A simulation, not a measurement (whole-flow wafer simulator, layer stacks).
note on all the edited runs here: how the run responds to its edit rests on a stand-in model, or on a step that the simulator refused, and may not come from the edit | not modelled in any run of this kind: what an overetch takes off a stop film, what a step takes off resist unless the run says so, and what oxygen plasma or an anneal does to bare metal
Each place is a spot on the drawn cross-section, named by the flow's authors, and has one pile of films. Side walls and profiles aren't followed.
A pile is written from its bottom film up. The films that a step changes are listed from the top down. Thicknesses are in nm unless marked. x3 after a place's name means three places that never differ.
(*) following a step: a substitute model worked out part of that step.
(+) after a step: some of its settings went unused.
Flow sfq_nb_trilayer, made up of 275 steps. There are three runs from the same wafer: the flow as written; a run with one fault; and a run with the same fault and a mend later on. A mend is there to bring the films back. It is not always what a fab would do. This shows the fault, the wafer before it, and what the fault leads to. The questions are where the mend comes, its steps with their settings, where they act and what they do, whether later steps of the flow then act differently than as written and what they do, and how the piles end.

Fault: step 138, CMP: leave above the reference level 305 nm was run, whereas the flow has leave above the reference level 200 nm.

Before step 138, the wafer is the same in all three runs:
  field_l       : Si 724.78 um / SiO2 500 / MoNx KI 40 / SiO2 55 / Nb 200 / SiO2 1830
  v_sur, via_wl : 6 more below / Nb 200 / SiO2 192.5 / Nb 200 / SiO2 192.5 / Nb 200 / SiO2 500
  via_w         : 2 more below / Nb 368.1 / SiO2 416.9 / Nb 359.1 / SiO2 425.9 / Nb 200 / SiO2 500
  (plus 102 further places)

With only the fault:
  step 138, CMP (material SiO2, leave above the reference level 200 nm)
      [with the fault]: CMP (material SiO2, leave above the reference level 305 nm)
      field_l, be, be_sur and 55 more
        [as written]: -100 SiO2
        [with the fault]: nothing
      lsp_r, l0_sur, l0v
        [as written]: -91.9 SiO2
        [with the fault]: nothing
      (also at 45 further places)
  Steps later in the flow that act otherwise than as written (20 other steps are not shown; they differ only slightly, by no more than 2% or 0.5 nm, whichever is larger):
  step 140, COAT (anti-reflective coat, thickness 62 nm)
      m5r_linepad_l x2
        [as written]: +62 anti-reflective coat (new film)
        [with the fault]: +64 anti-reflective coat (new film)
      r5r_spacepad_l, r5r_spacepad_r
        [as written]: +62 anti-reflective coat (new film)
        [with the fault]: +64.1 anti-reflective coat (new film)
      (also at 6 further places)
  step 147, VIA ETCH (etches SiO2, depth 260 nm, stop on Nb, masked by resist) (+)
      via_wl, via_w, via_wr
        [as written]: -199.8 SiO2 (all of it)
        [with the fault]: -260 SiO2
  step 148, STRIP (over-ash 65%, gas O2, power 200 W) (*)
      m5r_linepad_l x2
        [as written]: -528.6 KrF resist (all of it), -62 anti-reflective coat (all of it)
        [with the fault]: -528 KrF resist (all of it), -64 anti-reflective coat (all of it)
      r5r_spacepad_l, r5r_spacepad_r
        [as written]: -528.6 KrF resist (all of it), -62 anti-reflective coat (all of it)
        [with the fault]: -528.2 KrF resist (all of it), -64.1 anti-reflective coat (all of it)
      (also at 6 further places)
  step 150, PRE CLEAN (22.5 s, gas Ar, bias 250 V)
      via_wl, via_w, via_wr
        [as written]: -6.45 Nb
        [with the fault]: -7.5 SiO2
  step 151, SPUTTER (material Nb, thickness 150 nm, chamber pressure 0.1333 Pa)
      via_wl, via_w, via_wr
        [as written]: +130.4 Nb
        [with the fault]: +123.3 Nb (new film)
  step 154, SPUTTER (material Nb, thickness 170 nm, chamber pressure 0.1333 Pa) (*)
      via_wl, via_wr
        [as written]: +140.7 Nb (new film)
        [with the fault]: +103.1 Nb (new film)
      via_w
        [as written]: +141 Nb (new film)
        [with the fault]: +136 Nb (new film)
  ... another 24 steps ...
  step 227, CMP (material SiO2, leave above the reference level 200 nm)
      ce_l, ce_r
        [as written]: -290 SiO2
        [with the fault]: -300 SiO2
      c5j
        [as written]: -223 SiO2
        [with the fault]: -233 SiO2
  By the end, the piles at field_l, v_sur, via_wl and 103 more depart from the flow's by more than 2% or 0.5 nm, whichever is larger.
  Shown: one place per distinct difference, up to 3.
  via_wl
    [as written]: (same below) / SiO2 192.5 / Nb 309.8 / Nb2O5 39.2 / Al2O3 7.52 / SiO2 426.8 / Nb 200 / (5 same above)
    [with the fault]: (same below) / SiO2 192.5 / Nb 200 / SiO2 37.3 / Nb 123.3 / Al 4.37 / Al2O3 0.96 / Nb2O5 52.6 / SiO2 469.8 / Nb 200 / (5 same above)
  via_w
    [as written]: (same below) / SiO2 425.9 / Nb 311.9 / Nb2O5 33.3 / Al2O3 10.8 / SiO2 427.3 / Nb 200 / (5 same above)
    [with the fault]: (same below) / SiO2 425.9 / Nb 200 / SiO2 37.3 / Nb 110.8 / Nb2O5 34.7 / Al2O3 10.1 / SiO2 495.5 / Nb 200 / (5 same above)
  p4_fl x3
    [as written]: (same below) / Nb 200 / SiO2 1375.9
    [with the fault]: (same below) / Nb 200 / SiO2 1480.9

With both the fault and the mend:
  The mend follows step 145.
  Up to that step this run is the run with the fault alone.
  step 145a, STRIP (over-ash 65%, gas O2, power 200 W) (*)
      p4_fl x3, p4_w1 x3, p4_g1 x2
        -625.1 KrF resist (all of it), -62 anti-reflective coat (all of it)
      be_sur, m0r_line_l, m0r_line_r, m6r_line_l, m6r_line_r, m7r_line_l, m7r_line_r
        -625.9 KrF resist (all of it), -62.1 anti-reflective coat (all of it)
      ce_r, sp_r, be_r, r_sur, res, r_end
        -625.4 KrF resist (all of it), -62 anti-reflective coat (all of it)
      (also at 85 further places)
  step 145b, CMP (material SiO2, leave above the reference level 200 nm) (the flow's step 138 again)
      field_l, be, be_sur and 55 more
        -100 SiO2
      v_sur, via_wl, via_w and 42 more
        -105 SiO2
      lsp_r, l0_sur, l0v
        -91.9 SiO2
  step 145c, COAT (anti-reflective coat, thickness 62 nm) (the flow's step 140 again)
      field_l, v_sur, via_wl and 103 more
        +62 anti-reflective coat (new film)
  step 145d, COAT (KrF resist, thickness 650 nm) (the flow's step 141 again)
      field_l, v_sur, via_wl and 103 more
        +650 KrF resist (new film)
  step 145e, SOFTBAKE (KrF resist) (the flow's step 142 again)
      leaves every film unchanged at each place that is followed
  step 145f, EXPOSE (photomask I4, dose 11.93 mJ/cm2, NA 0.6, wavelength 248 nm) (*) (the flow's step 143 again)
      leaves every film unchanged at each place that is followed
  step 145g, PEB (KrF resist, 90 s) (the flow's step 144 again)
      field_l, v_sur, via_wl and 103 more
        -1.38 KrF resist
  step 145h, DEVELOP (KrF resist, thickness 650 nm, 60 s) (the flow's step 145 again)
      field_l, v_sur, via_sp and 100 more
        -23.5 KrF resist
      via_wl, via_w, via_wr
        -648.6 KrF resist (all of it)
  Every later step of the flow that is run acts as written at every place that is followed.
  At every place that both follow, the piles at the end match the flow's.
